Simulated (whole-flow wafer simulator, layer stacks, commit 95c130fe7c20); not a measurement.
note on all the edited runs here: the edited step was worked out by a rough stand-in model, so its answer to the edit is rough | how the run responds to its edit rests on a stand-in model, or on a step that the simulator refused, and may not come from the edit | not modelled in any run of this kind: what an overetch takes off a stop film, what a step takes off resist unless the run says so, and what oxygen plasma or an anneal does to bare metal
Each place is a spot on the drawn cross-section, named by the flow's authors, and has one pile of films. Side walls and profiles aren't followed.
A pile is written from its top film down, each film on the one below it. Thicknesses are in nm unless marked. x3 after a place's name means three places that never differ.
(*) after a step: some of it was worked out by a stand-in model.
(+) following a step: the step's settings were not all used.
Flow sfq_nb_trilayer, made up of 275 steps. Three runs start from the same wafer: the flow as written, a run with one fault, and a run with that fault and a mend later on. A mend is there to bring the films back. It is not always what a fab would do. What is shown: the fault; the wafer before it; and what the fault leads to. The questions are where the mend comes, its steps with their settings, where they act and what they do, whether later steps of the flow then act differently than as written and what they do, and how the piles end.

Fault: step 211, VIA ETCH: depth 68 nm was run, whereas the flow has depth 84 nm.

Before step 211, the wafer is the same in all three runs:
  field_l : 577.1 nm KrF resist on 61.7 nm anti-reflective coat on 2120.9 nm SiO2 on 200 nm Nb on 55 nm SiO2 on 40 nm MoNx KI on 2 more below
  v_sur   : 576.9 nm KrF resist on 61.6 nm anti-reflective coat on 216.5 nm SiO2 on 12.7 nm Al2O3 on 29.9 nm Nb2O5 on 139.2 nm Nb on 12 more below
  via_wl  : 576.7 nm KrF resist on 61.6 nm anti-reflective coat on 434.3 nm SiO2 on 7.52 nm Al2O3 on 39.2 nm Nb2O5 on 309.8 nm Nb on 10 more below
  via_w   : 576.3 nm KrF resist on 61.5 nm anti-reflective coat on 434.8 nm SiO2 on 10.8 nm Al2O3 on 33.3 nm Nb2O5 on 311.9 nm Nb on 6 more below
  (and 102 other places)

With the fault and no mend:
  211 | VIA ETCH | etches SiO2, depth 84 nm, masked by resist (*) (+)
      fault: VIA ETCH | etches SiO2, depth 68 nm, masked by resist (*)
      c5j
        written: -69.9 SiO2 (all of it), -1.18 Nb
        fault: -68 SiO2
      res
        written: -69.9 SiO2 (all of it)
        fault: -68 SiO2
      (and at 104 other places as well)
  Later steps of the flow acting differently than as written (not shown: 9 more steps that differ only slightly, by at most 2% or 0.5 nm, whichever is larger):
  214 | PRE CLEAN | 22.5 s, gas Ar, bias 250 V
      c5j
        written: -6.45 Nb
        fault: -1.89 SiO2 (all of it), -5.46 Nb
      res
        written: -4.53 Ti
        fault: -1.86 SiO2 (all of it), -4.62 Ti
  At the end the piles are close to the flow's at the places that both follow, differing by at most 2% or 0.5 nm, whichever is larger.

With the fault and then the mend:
  After step 211 comes the mend.
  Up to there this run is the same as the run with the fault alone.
  211a | VIA ETCH | etches SiO2, depth 16 nm, masked by resist (*) (+) (the flow's step 211 again, with other settings)
      field_l, v_sur, via_wl and 101 more
        -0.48 KrF resist
      c5j
        -1.89 SiO2 (all of it), -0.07 Nb
      res
        -1.86 SiO2 (all of it)
  None of the later steps of the flow differs from how it acts as written, at any place that is followed, by more than 2% or 0.5 nm, whichever is larger.
  At the end the piles are close to the flow's at the places that both follow, differing by at most 2% or 0.5 nm, whichever is larger.
